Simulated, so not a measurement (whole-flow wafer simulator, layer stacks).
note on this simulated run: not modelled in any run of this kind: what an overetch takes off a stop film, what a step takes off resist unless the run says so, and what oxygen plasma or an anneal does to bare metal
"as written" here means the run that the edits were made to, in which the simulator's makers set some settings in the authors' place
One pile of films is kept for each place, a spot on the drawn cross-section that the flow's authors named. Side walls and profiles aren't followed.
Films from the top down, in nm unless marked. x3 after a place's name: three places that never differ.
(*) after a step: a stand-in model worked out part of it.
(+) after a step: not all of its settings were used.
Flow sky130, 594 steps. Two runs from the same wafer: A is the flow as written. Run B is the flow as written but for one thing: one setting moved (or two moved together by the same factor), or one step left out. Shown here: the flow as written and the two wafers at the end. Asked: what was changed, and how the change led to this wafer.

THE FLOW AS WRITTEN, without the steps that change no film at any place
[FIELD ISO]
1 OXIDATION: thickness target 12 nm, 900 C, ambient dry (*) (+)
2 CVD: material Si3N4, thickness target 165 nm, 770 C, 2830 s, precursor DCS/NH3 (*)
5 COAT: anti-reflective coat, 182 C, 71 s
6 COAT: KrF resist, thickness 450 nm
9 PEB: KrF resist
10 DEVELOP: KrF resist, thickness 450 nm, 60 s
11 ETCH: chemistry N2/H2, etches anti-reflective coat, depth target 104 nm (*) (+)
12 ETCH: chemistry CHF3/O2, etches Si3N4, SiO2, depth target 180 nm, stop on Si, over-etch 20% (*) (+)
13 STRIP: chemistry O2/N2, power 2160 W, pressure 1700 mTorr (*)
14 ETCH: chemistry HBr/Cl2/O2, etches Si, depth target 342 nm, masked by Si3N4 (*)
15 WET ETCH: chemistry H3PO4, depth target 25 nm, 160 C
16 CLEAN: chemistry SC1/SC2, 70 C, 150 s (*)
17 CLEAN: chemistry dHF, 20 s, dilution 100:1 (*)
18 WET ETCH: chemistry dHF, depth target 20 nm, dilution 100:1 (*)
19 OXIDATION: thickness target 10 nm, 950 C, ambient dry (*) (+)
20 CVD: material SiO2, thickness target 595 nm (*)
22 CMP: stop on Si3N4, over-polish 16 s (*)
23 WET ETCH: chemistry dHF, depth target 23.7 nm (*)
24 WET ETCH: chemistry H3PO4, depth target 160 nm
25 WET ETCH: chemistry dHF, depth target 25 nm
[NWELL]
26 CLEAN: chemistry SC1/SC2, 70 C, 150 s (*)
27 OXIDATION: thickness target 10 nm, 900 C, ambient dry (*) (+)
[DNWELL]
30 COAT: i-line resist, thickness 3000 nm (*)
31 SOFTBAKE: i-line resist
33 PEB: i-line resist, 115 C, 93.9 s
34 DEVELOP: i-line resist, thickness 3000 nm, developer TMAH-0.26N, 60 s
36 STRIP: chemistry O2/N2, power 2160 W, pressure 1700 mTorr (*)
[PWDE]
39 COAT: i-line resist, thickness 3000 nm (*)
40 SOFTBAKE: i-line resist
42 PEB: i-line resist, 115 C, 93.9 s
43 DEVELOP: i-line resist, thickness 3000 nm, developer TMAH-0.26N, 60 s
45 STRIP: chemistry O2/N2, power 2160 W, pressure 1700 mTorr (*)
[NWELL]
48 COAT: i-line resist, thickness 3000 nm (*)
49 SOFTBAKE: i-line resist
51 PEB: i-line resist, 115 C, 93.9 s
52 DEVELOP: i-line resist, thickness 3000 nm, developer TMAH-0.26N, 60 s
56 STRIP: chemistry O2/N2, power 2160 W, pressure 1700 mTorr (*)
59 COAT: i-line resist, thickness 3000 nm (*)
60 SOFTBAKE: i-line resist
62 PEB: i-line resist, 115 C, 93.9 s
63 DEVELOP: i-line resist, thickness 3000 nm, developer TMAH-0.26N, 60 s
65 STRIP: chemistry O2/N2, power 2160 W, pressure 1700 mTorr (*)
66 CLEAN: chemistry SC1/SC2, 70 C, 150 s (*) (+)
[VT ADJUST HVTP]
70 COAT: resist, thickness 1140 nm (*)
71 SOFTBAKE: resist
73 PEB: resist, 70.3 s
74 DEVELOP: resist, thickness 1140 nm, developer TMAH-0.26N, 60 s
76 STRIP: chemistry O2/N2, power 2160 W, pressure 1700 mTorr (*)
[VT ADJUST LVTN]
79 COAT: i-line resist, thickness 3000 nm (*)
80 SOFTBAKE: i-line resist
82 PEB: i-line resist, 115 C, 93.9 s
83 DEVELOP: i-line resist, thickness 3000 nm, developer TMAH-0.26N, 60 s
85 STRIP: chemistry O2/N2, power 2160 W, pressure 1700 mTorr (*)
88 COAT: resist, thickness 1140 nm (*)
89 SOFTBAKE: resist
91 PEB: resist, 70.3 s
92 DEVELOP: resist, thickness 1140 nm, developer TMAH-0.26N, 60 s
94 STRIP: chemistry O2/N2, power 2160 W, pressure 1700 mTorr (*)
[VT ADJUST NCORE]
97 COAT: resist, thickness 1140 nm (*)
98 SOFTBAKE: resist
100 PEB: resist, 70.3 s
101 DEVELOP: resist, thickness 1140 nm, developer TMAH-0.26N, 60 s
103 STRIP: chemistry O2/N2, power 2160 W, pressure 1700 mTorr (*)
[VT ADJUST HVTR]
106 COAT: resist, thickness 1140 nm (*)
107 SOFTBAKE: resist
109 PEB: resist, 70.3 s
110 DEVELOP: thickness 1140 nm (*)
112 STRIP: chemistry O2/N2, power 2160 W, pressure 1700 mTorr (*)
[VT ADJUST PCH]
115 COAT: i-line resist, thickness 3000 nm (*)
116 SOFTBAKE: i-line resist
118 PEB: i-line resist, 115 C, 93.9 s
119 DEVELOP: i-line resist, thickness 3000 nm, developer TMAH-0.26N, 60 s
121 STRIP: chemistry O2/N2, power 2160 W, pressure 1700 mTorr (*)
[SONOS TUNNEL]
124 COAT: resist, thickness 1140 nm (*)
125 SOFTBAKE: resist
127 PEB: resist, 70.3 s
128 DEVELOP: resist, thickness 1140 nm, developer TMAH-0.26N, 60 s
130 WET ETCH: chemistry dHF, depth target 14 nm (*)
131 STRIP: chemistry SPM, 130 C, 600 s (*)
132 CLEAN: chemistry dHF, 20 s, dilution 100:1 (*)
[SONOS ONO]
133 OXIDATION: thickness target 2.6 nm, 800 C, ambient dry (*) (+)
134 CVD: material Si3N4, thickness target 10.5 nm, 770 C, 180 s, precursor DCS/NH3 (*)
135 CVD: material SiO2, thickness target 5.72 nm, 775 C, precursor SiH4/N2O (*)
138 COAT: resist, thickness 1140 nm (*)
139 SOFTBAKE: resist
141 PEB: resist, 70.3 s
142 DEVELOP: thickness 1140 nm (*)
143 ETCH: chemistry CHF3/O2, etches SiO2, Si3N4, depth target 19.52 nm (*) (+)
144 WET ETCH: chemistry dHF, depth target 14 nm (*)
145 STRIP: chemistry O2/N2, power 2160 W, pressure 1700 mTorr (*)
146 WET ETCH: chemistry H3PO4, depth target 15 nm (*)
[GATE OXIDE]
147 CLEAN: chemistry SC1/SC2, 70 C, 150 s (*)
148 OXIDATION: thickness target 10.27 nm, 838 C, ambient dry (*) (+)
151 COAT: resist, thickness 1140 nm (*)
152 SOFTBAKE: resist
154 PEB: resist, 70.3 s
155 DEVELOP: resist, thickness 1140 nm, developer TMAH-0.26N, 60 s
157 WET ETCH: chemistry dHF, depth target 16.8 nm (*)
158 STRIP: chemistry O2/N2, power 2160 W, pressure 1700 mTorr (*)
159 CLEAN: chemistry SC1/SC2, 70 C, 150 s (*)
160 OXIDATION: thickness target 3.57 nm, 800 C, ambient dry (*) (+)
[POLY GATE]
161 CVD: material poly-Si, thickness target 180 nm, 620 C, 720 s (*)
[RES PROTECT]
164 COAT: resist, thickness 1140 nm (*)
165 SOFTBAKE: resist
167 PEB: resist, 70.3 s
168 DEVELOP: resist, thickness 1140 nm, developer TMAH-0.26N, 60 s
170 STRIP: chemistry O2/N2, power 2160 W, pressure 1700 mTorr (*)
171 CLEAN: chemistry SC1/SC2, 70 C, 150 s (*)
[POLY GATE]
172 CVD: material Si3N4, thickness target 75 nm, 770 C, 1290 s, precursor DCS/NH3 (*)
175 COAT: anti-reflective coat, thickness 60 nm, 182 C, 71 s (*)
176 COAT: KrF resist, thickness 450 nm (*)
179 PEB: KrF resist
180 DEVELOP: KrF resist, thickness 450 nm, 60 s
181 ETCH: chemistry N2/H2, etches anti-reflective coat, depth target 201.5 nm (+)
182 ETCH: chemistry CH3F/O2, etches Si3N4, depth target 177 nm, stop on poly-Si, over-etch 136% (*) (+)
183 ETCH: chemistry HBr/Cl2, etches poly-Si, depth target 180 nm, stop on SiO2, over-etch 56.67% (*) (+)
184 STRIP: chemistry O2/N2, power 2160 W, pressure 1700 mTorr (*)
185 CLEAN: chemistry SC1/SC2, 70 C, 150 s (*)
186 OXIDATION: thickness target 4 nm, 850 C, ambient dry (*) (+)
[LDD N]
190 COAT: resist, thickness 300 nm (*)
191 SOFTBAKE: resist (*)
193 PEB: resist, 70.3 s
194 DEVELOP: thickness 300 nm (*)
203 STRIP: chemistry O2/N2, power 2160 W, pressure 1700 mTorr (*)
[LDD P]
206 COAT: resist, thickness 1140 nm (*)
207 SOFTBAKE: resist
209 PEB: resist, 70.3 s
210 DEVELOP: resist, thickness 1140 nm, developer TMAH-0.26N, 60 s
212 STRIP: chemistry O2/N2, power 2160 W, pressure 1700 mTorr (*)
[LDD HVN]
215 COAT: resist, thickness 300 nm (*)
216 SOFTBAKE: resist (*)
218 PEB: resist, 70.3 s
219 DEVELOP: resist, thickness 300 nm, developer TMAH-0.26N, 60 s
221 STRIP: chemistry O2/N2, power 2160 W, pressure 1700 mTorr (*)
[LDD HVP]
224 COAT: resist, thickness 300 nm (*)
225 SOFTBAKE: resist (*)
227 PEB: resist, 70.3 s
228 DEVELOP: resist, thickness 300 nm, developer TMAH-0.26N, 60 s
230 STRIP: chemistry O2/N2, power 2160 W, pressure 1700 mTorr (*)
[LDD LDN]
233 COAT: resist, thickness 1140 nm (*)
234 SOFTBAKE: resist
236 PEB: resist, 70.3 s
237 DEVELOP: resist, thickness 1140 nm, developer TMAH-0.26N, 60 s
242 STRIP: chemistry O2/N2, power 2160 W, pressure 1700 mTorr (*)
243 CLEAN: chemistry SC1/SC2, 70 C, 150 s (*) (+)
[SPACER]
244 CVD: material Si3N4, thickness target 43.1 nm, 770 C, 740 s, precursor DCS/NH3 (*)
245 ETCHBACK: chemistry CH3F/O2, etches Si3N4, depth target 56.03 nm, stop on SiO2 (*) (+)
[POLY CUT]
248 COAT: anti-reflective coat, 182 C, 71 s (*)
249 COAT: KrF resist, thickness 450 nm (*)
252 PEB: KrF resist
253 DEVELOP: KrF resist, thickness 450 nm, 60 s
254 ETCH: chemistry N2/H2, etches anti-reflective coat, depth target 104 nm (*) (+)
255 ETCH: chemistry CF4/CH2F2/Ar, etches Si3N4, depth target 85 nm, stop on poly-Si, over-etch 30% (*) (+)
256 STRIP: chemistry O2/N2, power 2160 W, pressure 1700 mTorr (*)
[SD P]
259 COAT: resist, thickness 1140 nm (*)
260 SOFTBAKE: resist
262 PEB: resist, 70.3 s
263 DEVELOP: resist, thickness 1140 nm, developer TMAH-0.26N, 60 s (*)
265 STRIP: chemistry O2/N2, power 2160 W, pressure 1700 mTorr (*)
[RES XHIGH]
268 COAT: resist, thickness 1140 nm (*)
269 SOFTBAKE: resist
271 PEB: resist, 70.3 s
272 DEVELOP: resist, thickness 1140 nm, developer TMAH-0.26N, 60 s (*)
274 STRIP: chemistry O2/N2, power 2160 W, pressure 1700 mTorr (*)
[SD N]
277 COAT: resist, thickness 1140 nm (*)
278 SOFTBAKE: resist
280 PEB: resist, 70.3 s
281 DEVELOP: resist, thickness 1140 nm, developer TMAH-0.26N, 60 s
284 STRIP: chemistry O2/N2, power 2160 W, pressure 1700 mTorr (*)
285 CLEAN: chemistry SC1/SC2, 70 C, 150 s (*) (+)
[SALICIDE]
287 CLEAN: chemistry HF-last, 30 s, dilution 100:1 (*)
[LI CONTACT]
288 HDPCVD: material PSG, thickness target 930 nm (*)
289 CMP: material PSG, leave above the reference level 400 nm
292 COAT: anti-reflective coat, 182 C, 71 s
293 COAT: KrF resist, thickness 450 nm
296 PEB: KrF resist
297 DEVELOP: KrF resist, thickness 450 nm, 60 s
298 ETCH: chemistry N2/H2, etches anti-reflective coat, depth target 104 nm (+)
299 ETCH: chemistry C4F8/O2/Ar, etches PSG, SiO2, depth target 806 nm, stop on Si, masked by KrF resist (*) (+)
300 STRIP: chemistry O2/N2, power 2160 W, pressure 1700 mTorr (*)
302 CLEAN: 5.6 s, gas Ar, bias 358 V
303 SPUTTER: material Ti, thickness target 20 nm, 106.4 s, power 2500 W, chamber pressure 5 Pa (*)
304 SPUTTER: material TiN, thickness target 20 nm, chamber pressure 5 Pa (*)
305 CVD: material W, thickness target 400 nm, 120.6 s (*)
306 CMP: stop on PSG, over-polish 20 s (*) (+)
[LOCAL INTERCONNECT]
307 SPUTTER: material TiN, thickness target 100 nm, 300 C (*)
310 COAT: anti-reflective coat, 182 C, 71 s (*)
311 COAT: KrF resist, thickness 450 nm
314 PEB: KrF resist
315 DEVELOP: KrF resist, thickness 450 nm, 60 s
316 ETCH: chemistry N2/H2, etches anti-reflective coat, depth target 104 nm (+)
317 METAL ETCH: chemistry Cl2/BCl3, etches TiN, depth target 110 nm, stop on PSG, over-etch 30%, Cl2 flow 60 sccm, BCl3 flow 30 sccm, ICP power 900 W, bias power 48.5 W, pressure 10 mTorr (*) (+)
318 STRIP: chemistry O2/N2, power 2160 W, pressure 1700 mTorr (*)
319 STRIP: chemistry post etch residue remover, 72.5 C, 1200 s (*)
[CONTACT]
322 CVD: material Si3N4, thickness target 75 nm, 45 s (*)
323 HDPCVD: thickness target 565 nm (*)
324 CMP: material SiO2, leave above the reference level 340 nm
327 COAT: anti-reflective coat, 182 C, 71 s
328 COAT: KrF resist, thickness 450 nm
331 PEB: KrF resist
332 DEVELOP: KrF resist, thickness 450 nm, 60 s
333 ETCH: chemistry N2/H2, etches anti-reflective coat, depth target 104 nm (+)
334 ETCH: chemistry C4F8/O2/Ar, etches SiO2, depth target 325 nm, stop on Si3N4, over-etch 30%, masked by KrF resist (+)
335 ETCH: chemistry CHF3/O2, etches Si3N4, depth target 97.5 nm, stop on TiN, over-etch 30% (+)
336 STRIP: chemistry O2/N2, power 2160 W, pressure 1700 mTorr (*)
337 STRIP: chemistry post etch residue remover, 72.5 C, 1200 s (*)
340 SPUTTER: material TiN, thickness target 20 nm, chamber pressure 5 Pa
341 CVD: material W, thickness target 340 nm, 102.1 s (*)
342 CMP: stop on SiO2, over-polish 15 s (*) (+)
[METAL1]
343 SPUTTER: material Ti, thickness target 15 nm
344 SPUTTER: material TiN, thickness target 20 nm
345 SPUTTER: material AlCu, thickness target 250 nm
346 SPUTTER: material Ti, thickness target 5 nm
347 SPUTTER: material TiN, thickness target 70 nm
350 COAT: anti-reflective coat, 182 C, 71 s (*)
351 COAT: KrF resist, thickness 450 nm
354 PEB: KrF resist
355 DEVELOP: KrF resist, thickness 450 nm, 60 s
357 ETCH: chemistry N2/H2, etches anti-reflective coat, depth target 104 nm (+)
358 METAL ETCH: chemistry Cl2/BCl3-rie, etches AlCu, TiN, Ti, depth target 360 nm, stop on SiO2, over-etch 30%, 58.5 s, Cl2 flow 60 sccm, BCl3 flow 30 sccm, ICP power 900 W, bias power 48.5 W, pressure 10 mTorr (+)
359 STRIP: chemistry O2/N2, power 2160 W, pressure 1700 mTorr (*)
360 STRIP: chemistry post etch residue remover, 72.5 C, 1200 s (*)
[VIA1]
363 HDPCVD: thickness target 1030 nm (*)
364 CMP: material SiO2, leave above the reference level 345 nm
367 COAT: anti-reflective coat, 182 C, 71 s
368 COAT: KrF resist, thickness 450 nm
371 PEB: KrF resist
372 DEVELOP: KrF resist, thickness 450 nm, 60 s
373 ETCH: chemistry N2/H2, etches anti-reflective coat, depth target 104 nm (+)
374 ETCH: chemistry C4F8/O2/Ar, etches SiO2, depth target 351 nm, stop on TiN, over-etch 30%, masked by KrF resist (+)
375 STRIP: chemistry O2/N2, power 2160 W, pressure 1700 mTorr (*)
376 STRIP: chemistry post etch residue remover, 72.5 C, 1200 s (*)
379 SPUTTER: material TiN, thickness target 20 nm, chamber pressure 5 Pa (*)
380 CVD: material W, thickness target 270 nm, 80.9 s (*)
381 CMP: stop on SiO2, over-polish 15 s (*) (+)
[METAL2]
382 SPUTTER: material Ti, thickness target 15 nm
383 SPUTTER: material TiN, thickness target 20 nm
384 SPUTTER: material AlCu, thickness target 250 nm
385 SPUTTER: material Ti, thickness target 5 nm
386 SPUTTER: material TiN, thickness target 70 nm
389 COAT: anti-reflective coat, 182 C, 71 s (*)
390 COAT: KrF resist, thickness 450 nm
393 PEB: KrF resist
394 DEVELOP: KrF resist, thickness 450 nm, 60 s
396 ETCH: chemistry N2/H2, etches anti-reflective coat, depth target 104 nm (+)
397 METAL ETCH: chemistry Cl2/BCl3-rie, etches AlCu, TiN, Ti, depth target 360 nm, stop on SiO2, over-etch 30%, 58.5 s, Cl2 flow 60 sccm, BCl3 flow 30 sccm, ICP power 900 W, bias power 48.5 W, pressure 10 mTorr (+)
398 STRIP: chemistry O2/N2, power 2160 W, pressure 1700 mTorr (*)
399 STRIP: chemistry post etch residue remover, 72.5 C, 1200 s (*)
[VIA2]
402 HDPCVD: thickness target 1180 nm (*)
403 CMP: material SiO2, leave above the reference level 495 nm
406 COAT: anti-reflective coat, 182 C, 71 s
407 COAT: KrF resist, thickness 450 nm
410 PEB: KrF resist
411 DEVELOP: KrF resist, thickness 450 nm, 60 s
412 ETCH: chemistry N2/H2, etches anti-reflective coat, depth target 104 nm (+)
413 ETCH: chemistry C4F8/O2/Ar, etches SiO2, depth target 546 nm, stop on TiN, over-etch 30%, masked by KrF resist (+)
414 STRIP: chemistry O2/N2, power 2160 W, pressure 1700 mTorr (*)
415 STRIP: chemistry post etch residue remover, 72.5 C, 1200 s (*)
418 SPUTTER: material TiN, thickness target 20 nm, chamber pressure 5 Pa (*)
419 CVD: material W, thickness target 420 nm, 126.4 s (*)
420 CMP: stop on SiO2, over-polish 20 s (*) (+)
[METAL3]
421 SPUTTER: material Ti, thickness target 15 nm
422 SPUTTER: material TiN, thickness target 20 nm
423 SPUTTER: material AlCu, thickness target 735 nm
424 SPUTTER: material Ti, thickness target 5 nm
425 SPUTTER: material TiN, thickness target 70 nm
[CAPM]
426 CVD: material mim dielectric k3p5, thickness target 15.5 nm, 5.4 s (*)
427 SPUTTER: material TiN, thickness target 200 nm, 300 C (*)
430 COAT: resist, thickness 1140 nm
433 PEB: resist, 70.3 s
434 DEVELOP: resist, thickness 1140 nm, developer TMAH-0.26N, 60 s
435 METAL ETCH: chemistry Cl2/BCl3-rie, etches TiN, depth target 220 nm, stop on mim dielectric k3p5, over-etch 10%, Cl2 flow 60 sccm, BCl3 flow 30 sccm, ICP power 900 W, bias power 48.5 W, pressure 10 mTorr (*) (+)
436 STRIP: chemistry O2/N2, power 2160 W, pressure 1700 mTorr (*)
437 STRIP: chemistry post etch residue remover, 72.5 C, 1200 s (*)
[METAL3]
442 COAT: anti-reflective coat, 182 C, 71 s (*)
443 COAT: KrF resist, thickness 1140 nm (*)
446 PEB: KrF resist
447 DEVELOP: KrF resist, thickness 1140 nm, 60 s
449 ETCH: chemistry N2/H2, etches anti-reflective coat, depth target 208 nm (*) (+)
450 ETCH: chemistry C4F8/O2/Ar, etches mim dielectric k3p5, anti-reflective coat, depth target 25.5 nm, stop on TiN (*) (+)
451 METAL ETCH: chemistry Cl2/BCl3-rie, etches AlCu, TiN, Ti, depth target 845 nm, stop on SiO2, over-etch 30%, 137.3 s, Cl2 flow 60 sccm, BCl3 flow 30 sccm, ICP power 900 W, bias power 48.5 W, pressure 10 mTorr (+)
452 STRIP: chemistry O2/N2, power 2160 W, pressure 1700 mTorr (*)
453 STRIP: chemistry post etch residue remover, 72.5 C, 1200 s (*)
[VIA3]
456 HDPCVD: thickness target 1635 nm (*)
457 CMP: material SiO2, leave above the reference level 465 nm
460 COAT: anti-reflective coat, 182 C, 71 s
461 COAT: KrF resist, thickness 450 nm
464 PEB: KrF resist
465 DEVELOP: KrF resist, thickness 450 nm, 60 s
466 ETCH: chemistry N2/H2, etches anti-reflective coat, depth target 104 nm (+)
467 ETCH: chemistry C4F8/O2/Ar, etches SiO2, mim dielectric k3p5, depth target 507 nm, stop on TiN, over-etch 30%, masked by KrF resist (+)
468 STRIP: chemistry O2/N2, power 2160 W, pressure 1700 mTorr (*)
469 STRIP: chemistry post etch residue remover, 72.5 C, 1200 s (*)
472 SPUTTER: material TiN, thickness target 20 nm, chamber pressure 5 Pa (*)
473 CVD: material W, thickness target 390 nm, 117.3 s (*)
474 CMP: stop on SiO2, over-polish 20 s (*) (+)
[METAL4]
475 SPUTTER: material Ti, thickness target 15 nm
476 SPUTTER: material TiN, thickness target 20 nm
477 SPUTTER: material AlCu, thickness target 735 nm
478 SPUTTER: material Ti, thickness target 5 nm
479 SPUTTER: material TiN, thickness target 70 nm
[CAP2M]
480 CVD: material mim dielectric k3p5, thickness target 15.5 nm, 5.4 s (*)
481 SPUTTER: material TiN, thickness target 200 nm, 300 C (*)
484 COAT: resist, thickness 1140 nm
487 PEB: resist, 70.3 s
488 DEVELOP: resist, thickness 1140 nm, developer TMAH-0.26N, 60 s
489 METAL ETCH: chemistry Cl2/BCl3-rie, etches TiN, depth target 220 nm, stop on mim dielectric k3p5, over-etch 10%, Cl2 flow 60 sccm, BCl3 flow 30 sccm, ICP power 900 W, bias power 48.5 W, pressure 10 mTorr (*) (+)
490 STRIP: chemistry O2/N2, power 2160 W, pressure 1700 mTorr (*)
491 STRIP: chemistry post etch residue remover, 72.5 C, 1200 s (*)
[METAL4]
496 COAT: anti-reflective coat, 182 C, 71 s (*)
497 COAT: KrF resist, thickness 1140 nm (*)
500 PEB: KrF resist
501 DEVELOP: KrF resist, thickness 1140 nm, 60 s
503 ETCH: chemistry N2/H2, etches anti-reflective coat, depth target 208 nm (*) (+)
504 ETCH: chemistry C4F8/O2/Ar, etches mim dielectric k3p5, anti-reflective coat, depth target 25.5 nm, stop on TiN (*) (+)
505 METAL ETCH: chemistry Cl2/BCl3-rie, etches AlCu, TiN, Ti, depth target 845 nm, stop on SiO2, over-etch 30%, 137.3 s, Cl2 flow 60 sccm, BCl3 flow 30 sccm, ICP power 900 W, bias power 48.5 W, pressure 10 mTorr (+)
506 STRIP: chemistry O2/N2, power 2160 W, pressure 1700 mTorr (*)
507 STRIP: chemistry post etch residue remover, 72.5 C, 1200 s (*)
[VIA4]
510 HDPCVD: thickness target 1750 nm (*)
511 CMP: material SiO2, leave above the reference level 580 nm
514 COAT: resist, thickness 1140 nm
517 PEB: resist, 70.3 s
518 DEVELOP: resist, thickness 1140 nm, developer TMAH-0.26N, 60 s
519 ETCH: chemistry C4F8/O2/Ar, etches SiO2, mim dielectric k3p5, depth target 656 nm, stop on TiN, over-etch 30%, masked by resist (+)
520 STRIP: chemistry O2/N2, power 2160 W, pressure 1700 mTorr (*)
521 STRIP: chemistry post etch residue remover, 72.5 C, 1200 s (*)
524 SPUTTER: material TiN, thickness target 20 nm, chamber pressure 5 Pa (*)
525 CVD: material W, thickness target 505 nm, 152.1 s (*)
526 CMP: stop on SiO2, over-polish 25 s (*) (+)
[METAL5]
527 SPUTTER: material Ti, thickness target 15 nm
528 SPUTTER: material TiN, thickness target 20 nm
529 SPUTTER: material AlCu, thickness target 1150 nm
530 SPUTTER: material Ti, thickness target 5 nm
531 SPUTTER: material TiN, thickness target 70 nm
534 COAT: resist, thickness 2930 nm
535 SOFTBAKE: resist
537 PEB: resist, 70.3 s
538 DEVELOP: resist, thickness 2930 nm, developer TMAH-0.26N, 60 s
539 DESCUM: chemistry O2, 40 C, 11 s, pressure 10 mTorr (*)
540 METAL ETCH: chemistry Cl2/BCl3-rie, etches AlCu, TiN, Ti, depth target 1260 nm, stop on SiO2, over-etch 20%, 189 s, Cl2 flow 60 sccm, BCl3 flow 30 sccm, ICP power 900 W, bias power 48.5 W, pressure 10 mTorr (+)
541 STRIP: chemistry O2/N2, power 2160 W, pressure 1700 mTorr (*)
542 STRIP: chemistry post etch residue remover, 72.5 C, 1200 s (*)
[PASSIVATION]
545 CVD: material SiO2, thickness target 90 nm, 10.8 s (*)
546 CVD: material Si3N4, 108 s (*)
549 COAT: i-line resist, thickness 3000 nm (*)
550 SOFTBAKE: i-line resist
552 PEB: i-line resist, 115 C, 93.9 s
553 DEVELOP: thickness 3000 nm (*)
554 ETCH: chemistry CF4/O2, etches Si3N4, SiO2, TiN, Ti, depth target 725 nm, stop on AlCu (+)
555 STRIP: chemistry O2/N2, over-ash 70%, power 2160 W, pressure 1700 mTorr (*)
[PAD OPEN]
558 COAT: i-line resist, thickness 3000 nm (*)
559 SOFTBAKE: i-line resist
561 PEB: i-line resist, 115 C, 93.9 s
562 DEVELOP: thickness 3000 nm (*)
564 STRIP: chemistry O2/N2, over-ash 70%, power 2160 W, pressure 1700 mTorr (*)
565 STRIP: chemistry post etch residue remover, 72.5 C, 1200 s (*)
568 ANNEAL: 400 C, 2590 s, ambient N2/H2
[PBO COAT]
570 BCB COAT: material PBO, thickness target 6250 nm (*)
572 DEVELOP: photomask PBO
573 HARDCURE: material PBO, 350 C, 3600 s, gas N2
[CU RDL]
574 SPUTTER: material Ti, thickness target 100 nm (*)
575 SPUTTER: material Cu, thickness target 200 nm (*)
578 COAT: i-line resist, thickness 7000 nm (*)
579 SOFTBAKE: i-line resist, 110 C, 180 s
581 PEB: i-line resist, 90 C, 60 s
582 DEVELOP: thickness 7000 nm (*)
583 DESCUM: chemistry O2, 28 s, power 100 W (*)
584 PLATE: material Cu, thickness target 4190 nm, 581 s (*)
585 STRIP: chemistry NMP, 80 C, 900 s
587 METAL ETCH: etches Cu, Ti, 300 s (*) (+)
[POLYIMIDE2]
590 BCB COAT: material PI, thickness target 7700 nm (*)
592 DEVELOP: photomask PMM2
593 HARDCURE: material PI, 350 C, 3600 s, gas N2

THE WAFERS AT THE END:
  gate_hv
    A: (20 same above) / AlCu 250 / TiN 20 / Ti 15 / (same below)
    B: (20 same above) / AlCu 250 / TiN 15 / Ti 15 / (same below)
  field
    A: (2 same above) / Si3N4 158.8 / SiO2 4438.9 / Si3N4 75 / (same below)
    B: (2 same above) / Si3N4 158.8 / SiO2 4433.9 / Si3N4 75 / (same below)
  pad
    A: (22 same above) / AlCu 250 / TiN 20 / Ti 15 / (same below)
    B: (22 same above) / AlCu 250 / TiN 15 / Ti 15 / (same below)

The cause: step 383, SPUTTER: thickness target 15 nm was run, where the flow has thickness target 20 nm.
It can be read off the wafer: gate_hv has TiN 15, and step 383 as written asks for 20 nm.

How the change led to this, step by step:
  383 SPUTTER: material TiN, thickness target 20 nm
      field, active, n_well and 188 more: A TiN +20 (new film) | B TiN +15 (new film)
  397 METAL ETCH: chemistry Cl2/BCl3-rie, etches AlCu, TiN, Ti, depth target 360 nm, stop on SiO2, over-etch 30%, 58.5 s, Cl2 flow 60 sccm, BCl3 flow 30 sccm, ICP power 900 W, bias power 48.5 W, pressure 10 mTorr (+)
      field, active, gate and 82 more: A TiN -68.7 (all of it), Ti -5 (all of it), AlCu -250 (all of it), TiN -20 (all of it), Ti -15 (all of it), SiO2 -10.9 | B TiN -68.7 (all of it), Ti -5 (all of it), AlCu -250 (all of it), TiN -15 (all of it), Ti -15 (all of it), SiO2 -11.4
